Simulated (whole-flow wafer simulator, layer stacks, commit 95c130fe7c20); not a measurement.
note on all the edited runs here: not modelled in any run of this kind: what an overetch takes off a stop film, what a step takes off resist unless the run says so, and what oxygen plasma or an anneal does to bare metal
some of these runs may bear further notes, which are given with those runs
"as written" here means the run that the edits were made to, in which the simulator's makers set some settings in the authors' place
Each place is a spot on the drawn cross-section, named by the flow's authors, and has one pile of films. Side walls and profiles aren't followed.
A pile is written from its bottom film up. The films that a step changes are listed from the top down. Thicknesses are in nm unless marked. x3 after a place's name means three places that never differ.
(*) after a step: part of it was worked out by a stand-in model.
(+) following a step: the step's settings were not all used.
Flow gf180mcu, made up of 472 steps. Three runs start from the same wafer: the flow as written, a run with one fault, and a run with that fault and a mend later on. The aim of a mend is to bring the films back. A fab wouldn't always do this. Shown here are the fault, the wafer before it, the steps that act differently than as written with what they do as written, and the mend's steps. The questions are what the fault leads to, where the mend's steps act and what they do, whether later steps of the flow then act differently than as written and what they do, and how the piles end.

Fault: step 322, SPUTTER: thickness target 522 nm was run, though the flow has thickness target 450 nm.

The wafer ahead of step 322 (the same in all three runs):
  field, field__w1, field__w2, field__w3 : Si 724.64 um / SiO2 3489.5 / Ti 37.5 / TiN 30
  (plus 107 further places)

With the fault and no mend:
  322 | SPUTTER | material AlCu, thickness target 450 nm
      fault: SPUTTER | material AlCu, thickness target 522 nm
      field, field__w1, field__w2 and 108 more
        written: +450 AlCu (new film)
        fault: +522 AlCu (new film)
  Steps later in the flow that act otherwise than as written:
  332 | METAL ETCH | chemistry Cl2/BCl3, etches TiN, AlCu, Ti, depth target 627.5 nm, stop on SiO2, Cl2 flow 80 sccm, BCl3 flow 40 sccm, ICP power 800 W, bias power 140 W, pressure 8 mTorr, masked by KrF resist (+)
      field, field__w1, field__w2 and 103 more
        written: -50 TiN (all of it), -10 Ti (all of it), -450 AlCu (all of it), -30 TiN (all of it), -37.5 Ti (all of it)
        fault: -50 TiN (all of it), -10 Ti (all of it), -522 AlCu (all of it), -30 TiN (all of it), -15.5 Ti
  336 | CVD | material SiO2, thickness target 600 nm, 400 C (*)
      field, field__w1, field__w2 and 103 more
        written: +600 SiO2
        fault: +600 SiO2 (new film)
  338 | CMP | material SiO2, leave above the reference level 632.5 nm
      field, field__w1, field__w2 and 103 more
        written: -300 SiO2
        fault: -250 SiO2
  By the end, the piles at field, field__w1, field__w2 and 109 more depart from the flow's by more than 2% or 0.5 nm, whichever is larger.
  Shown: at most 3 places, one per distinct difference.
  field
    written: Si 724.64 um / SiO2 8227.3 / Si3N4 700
    fault: Si 724.64 um / SiO2 3489.5 / Ti 22 / SiO2 4787.8 / Si3N4 700
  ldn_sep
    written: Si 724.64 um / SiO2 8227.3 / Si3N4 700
    fault: Si 724.64 um / SiO2 3489.4 / Ti 22 / SiO2 4787.8 / Si3N4 700
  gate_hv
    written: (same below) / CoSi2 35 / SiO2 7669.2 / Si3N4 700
    fault: (same below) / CoSi2 35 / SiO2 2931.3 / Ti 22 / SiO2 4787.8 / Si3N4 700

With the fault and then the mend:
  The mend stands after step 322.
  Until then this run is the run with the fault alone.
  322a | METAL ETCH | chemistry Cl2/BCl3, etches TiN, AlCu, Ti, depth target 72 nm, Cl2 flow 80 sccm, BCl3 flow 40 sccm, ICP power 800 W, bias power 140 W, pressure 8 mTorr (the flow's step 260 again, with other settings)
      field, field__w1, field__w2 and 108 more
        -72 AlCu
  Later steps of the flow that are run all act as written at every place that is followed.
  At every place that both follow, the piles at the end match the flow's.
